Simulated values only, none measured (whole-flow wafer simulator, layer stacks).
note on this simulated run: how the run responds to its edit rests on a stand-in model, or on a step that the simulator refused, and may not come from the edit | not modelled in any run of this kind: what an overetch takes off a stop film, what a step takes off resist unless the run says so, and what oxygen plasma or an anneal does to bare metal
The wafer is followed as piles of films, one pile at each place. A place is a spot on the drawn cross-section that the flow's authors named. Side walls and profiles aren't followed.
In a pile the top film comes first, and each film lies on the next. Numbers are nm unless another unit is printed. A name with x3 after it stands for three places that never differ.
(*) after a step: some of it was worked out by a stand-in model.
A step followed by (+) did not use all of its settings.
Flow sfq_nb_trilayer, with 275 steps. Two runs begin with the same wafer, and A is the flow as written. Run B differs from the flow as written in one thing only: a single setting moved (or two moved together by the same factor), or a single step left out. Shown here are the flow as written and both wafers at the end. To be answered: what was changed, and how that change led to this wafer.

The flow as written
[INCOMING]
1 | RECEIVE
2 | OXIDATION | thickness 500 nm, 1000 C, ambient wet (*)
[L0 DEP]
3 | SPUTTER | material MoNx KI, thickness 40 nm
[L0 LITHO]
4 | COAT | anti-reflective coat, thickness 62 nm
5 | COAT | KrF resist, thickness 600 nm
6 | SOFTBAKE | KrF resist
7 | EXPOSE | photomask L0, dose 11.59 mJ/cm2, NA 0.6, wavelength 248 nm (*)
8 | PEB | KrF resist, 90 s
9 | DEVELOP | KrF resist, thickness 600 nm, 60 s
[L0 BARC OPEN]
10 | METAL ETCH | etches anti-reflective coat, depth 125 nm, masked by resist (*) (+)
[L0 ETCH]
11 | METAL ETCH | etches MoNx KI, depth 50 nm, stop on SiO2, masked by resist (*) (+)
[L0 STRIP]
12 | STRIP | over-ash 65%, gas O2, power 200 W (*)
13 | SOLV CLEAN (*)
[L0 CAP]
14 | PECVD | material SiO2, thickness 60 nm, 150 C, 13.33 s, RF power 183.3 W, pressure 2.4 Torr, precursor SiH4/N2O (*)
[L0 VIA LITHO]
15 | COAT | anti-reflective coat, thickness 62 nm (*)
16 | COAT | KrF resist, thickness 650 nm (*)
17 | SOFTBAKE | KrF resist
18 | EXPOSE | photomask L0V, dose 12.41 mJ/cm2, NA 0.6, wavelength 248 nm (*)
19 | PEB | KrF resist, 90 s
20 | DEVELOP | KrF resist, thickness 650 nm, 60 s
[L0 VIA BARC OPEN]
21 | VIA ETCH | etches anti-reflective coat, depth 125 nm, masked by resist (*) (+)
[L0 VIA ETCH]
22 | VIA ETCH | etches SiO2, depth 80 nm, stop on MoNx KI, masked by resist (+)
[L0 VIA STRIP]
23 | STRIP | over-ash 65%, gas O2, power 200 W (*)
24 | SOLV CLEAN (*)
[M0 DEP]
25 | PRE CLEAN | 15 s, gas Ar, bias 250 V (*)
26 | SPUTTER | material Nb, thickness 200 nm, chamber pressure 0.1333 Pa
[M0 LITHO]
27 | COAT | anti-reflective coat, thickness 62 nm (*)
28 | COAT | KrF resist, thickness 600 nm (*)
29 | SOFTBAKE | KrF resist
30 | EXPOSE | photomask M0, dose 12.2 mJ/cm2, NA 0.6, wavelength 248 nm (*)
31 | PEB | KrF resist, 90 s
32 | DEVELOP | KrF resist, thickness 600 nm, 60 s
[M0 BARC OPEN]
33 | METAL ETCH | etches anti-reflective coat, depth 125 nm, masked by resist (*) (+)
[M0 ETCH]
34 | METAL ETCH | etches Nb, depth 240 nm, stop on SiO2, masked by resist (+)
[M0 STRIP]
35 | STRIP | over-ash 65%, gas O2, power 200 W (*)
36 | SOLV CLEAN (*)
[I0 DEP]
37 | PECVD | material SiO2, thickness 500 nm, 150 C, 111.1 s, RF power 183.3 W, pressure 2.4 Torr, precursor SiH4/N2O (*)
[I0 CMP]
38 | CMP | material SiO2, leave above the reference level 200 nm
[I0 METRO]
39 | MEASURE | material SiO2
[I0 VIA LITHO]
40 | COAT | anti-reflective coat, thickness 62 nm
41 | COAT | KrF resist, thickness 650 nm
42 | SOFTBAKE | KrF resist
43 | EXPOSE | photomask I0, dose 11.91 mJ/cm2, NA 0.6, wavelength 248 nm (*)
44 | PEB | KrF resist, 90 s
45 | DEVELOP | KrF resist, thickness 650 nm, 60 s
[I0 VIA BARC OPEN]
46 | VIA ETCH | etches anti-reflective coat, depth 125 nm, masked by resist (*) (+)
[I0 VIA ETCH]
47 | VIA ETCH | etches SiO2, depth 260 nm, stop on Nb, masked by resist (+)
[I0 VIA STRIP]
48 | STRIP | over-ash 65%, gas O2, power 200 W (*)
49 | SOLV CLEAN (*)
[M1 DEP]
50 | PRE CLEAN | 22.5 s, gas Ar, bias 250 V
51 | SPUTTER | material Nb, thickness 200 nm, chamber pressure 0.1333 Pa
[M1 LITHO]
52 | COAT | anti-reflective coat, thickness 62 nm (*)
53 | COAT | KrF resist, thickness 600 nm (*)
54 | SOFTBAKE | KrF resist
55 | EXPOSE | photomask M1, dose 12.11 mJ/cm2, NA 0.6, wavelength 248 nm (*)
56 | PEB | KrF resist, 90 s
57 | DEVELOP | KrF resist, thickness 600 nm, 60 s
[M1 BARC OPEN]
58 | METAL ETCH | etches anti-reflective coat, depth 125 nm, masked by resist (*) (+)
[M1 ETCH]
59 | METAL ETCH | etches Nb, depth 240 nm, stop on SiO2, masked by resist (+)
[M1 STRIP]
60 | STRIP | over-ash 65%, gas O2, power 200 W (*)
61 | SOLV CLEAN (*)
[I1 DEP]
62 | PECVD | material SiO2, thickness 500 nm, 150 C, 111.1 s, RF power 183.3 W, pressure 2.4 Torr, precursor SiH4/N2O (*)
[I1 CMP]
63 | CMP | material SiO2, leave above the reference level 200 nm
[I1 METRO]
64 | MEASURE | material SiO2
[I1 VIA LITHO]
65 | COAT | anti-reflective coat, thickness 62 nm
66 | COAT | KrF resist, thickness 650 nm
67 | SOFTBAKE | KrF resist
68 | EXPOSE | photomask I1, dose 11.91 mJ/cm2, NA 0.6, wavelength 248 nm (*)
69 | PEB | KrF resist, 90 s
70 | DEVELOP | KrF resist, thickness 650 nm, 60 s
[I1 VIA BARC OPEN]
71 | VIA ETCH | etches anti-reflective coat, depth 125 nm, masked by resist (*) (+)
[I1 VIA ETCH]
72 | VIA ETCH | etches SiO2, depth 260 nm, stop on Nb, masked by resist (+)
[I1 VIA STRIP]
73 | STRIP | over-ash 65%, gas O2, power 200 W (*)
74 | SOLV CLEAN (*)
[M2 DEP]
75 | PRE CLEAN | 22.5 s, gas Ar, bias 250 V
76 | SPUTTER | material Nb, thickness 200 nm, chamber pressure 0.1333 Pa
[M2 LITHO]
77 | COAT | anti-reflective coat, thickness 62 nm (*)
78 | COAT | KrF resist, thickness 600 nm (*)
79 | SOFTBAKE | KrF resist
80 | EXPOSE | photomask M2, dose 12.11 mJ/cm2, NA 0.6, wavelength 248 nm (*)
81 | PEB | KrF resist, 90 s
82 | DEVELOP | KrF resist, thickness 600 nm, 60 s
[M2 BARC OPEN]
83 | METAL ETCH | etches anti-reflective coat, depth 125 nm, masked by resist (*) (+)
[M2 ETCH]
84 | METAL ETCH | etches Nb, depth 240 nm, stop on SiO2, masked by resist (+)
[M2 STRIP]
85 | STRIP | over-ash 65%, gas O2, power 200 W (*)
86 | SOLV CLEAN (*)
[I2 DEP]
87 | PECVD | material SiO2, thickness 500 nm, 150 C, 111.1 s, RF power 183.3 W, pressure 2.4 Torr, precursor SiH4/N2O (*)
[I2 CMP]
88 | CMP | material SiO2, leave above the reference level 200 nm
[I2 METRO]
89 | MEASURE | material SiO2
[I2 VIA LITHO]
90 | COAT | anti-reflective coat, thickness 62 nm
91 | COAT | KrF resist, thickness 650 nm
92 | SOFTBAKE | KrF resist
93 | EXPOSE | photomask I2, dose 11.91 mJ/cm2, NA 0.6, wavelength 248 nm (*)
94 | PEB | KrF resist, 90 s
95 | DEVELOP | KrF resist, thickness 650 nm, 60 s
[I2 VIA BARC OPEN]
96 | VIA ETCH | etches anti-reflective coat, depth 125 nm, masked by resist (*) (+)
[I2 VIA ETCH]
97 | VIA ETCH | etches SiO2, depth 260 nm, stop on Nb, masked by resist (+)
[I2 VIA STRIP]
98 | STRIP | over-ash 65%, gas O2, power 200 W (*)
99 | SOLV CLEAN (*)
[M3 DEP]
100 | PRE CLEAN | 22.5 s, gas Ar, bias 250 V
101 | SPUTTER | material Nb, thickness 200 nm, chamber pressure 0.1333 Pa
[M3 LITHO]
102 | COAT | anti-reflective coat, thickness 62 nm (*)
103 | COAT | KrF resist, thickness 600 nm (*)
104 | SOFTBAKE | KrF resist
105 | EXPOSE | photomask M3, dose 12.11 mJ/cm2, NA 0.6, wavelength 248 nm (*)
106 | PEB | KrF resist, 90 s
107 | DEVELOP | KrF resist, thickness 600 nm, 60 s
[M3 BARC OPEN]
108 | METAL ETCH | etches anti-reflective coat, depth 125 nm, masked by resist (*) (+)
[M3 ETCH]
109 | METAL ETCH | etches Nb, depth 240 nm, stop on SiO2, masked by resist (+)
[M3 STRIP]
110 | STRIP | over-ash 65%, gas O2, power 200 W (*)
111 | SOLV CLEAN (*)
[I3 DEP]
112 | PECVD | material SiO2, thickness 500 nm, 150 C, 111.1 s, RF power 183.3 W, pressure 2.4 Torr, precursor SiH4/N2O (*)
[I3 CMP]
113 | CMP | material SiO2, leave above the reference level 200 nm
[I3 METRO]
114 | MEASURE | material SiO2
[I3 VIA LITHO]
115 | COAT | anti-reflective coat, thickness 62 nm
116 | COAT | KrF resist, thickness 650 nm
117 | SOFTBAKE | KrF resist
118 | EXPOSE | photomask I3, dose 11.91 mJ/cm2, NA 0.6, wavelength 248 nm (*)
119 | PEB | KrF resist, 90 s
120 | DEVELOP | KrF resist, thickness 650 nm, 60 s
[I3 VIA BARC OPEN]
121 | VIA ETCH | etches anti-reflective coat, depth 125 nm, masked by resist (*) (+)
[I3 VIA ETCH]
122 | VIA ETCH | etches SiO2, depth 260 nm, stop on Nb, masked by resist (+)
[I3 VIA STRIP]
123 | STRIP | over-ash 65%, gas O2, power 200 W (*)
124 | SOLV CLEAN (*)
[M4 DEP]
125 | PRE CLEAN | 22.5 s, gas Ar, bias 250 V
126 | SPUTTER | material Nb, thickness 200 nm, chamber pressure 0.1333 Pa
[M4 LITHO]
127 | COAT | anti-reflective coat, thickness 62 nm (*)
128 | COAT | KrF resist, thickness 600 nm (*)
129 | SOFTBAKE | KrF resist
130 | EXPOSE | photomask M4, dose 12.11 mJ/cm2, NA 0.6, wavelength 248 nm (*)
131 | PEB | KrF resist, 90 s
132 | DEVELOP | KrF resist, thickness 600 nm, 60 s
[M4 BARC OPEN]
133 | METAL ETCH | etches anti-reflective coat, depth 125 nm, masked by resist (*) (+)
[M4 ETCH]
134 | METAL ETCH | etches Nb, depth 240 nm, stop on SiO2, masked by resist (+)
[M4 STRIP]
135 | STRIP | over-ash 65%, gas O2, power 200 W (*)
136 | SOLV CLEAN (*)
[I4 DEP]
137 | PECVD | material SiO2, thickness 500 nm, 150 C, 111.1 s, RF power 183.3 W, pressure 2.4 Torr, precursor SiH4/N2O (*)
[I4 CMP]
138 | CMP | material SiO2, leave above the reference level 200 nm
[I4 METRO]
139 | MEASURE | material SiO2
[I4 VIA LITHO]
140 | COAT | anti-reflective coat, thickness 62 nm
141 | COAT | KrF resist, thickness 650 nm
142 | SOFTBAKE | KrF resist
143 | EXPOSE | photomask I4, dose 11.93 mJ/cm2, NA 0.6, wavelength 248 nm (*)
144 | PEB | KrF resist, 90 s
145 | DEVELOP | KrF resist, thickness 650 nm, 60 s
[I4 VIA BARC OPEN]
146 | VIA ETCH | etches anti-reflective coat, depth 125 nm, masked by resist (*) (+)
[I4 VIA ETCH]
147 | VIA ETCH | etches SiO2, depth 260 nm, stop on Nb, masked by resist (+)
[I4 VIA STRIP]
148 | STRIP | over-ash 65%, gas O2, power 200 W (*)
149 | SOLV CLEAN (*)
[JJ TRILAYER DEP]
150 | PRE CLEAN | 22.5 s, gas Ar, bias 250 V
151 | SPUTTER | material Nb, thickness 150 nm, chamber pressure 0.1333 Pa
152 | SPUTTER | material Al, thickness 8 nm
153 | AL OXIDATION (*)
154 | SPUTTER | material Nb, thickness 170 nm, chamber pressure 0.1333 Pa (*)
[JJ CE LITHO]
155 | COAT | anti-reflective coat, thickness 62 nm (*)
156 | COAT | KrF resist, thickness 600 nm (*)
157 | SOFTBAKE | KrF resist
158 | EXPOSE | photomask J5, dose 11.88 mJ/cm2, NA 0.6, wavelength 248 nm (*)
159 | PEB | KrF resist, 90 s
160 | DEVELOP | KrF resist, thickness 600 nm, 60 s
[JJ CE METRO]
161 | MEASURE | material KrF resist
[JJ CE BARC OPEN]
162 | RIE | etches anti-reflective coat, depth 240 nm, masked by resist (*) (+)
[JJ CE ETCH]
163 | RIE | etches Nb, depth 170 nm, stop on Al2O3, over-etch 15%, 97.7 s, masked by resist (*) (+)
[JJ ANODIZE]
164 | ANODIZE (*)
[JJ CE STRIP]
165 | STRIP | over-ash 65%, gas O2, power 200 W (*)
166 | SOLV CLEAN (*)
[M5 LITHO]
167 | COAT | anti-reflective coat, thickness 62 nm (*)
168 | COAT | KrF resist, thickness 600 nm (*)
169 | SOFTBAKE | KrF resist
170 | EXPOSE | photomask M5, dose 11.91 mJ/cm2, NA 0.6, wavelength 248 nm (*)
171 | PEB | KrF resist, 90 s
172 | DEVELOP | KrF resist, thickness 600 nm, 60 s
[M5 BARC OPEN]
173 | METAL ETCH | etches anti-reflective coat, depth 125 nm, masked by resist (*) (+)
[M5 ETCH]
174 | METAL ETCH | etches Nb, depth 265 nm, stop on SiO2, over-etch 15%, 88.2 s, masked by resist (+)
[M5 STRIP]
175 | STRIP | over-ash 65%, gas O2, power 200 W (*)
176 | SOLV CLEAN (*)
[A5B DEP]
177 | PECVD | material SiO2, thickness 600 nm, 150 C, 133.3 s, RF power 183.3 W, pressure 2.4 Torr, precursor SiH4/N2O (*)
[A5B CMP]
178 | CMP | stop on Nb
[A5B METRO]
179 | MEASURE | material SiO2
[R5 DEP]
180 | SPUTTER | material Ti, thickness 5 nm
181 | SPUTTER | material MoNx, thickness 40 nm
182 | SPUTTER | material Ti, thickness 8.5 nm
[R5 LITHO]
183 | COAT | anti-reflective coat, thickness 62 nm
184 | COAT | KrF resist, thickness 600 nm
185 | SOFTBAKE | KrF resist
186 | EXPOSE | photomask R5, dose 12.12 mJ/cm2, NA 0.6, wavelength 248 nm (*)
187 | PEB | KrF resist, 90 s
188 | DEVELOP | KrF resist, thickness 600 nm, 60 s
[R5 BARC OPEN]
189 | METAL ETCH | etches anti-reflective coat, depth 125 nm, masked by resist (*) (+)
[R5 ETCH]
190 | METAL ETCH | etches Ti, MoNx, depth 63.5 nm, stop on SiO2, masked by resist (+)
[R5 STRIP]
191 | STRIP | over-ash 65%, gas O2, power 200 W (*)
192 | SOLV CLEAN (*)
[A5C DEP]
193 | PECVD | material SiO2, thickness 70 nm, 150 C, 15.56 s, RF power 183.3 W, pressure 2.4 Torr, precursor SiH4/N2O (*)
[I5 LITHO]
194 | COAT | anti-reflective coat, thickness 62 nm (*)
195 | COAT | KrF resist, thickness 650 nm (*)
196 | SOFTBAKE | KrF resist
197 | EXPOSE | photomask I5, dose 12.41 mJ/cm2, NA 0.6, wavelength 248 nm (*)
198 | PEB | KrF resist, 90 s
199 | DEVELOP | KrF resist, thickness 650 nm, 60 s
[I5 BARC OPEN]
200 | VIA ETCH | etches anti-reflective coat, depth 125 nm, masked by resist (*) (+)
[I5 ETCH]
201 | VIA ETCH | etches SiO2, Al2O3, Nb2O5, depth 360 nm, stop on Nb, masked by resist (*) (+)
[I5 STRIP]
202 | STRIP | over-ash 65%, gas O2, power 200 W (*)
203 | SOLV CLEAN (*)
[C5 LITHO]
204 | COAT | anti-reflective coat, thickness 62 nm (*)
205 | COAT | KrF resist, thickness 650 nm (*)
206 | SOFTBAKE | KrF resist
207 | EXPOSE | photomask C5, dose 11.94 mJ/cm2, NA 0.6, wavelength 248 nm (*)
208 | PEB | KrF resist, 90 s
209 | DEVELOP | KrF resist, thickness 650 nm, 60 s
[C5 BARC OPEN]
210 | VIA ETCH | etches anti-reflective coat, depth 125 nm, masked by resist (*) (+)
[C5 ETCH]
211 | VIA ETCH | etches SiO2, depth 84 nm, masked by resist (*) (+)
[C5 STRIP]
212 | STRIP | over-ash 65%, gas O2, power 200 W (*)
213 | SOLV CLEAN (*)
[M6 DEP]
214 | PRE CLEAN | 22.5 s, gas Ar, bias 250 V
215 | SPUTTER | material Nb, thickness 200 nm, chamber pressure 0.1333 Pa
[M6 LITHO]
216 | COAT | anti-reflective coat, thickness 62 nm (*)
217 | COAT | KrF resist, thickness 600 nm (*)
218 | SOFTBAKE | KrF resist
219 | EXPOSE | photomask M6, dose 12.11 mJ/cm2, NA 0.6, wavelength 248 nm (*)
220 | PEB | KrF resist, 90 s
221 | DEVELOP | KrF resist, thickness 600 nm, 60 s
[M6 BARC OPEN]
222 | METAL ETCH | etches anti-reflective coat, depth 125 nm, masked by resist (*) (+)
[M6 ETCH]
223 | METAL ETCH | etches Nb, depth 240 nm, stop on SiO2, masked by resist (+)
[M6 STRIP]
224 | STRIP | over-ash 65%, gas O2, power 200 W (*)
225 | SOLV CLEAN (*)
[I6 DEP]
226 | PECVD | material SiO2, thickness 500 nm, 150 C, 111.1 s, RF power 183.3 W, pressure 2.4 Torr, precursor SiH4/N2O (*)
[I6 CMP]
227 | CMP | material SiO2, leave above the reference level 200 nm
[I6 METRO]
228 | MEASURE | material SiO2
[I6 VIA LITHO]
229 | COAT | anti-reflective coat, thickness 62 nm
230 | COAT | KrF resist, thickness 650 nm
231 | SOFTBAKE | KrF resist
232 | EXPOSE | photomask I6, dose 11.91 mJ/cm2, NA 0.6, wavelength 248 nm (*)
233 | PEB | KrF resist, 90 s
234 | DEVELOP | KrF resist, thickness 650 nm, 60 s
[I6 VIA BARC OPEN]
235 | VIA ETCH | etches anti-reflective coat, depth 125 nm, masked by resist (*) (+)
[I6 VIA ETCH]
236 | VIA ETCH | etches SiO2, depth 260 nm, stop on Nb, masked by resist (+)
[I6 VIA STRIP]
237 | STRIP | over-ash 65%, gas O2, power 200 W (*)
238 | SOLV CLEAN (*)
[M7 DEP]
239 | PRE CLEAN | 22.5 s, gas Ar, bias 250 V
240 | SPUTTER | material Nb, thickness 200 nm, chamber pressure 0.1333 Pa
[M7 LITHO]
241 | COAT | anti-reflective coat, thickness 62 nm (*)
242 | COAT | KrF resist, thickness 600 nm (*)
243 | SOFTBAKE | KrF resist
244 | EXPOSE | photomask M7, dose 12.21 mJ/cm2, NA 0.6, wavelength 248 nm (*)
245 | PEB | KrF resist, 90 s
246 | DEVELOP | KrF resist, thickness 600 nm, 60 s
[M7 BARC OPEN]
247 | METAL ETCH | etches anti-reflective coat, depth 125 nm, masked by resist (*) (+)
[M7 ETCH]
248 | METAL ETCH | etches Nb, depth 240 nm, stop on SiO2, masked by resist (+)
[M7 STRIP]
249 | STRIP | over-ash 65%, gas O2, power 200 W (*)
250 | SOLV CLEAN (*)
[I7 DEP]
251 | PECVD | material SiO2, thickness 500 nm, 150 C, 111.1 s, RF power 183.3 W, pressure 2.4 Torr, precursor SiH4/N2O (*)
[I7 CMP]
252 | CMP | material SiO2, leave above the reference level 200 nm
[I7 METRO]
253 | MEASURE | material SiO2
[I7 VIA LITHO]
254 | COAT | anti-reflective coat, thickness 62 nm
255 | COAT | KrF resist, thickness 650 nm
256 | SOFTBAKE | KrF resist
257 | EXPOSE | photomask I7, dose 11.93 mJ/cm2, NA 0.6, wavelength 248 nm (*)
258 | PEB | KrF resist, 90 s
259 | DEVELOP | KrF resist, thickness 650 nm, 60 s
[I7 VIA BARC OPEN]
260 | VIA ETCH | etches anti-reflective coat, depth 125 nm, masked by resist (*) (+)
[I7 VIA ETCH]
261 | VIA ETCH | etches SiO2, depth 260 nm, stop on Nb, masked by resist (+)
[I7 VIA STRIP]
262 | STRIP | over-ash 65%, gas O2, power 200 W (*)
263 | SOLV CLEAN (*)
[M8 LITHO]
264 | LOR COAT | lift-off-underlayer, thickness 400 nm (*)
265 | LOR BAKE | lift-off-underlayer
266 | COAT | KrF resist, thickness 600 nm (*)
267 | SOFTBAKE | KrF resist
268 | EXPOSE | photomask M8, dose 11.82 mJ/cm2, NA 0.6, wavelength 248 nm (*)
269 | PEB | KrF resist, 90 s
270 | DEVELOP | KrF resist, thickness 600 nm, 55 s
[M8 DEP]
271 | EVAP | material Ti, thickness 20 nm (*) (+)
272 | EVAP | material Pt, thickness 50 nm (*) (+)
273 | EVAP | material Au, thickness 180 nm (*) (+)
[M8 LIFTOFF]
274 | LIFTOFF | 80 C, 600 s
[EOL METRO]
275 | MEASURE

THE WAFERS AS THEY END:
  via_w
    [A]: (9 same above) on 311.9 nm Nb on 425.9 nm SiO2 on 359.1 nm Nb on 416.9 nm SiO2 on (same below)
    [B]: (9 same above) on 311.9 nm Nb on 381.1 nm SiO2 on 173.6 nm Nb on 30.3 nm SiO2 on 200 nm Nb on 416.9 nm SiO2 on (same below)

The reason: step 97, VIA ETCH: depth 162 nm was run, though the flow has depth 260 nm.

How this came from the change, step by step:
  97 | VIA ETCH | etches SiO2, depth 260 nm, stop on Nb, masked by resist (+)
      via_w: A -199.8 SiO2 (all of it) | B -162 SiO2
      field_l, v_sur, via_wl and 102 more: A -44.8 KrF resist | B -27.9 KrF resist
  98 | STRIP | over-ash 65%, gas O2, power 200 W (*)
      field_l, v_sur, via_wl and 102 more: A -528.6 KrF resist (all of it), -62 anti-reflective coat (all of it) | B -545.5 KrF resist (all of it), -62 anti-reflective coat (all of it)
  100 | PRE CLEAN | 22.5 s, gas Ar, bias 250 V
      via_w: A -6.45 Nb | B -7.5 SiO2
  101 | SPUTTER | material Nb, thickness 200 nm, chamber pressure 0.1333 Pa
      via_w: A +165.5 Nb | B +173.6 Nb (new film)
  102 | COAT | anti-reflective coat, thickness 62 nm (*)
      via_wl: A +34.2 anti-reflective coat (new film) | B +33.2 anti-reflective coat (new film)
      via_w: A +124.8 anti-reflective coat (new film) | B +115 anti-reflective coat (new film)
  103 | COAT | KrF resist, thickness 600 nm (*)
      via_w: A +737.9 KrF resist (new film) | B +708.2 KrF resist (new film)
  110 | STRIP | over-ash 65%, gas O2, power 200 W (*)
      via_wl: A -384.2 KrF resist (all of it), -34.2 anti-reflective coat (all of it) | B -389.3 KrF resist (all of it), -33.2 anti-reflective coat (all of it)
      via_w: A -520 KrF resist (all of it), -124.8 anti-reflective coat (all of it) | B -490.4 KrF resist (all of it), -115 anti-reflective coat (all of it)
  112 | PECVD | material SiO2, thickness 500 nm, 150 C, 111.1 s, RF power 183.3 W, pressure 2.4 Torr, precursor SiH4/N2O (*)
      via_w: A +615 SiO2 (new film) | B +545.6 SiO2 (new film)
  113 | CMP | material SiO2, leave above the reference level 200 nm
      via_w: A -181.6 SiO2 | B -157.1 SiO2
If metal films that touch count as one body, via_w has 6 bodies (between them, from the top down: SiO2 192.5; SiO2 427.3 / Al2O3 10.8 / Nb2O5 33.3; SiO2 381.1; SiO2 30.3; SiO2 416.9); the flow as written gives 5 bodies (between them, from the top down: SiO2 192.5; SiO2 427.3 / Al2O3 10.8 / Nb2O5 33.3; SiO2 425.9; SiO2 416.9).
